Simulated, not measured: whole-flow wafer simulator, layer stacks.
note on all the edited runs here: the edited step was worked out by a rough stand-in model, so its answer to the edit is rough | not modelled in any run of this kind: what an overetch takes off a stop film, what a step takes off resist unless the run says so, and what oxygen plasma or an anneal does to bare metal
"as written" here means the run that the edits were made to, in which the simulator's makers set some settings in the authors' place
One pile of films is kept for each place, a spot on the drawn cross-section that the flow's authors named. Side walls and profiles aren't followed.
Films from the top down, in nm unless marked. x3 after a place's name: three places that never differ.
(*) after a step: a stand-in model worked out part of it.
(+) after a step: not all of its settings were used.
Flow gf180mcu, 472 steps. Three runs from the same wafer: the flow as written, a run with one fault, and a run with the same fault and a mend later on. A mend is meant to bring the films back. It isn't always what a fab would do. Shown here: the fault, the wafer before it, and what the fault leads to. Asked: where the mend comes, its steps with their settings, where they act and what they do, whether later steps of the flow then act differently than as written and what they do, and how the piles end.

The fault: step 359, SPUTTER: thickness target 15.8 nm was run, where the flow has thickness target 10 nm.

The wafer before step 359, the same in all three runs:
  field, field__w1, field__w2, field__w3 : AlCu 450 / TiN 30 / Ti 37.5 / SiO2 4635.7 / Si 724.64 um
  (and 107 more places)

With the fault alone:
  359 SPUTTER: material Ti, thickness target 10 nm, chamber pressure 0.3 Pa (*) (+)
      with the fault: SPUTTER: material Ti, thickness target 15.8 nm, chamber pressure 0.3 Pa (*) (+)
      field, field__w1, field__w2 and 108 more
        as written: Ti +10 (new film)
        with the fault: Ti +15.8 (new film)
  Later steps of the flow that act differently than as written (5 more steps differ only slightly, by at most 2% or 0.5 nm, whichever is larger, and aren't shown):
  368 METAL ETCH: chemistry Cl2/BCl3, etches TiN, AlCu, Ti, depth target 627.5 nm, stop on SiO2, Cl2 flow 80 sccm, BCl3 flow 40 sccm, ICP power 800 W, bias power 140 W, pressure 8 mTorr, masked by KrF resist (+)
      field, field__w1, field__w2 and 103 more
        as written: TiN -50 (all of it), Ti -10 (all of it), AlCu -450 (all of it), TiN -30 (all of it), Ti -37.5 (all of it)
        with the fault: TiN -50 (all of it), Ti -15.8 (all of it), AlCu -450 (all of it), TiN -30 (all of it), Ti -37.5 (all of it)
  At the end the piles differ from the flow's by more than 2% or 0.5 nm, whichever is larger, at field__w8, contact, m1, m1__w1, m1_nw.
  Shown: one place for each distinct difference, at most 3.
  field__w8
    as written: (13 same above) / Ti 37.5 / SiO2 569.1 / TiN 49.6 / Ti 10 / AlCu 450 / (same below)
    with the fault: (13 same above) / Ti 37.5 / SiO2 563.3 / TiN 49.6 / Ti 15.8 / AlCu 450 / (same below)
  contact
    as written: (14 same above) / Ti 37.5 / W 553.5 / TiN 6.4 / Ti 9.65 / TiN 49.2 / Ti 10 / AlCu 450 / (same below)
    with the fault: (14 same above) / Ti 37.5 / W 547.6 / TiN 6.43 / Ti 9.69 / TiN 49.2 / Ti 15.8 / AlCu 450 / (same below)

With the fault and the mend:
  The mend comes after step 359.
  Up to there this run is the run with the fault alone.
  359a METAL ETCH: chemistry Cl2/BCl3, etches TiN, AlCu, Ti, depth target 5.8 nm, Cl2 flow 80 sccm, BCl3 flow 40 sccm, ICP power 800 W, bias power 140 W, pressure 8 mTorr (the flow's step 260 once more, with other settings)
      field, field__w1, field__w2 and 108 more
        Ti -5.8
  No later step of the flow acts differently than as written at any place that is followed.
  At the end the piles are the same as the flow's at every place that both follow.
